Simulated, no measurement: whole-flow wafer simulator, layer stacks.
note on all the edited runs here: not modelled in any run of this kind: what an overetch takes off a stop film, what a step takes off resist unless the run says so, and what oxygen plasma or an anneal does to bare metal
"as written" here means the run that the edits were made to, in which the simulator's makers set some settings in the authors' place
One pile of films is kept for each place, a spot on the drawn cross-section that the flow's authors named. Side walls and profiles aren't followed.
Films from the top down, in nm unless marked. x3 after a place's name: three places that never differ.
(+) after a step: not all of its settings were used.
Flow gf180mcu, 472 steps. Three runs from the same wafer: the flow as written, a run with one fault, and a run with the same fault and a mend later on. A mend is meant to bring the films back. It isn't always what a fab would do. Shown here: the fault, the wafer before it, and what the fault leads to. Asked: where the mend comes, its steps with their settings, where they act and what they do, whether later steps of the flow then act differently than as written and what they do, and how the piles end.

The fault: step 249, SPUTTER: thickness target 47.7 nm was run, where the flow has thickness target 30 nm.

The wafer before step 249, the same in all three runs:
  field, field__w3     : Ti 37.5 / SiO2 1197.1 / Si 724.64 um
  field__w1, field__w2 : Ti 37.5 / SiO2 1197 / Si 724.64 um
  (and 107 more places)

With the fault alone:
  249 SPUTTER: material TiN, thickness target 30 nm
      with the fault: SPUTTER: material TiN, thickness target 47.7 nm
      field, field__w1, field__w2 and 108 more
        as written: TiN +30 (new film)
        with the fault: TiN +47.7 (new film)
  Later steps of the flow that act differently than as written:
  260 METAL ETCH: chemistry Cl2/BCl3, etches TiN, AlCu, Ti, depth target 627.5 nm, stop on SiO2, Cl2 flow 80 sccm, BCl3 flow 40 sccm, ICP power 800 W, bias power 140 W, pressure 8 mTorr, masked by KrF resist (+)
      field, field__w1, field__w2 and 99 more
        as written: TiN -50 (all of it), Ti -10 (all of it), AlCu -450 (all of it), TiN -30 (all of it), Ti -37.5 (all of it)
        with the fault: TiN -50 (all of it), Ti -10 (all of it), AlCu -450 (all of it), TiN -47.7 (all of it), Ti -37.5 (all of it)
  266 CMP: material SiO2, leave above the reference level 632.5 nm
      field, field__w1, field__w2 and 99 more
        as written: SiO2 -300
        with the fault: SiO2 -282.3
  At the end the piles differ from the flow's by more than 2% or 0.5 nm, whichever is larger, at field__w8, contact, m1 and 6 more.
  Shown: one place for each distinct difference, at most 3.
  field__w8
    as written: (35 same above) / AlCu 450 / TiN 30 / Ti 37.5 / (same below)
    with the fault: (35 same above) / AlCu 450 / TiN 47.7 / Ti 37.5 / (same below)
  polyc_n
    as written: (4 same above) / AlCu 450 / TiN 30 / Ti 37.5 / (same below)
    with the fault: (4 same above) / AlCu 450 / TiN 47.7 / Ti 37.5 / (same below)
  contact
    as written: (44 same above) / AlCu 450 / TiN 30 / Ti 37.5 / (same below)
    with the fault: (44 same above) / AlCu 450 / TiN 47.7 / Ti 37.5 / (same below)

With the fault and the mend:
  The mend comes after step 249.
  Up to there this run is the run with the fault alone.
  249a METAL ETCH: chemistry Cl2/BCl3, etches TiN, AlCu, Ti, depth target 17.7 nm, Cl2 flow 80 sccm, BCl3 flow 40 sccm, ICP power 800 W, bias power 140 W, pressure 8 mTorr
      field, field__w1, field__w2 and 108 more
        TiN -17.7
  No later step of the flow acts differently than as written at any place that is followed.
  At the end the piles are the same as the flow's at every place that both follow.
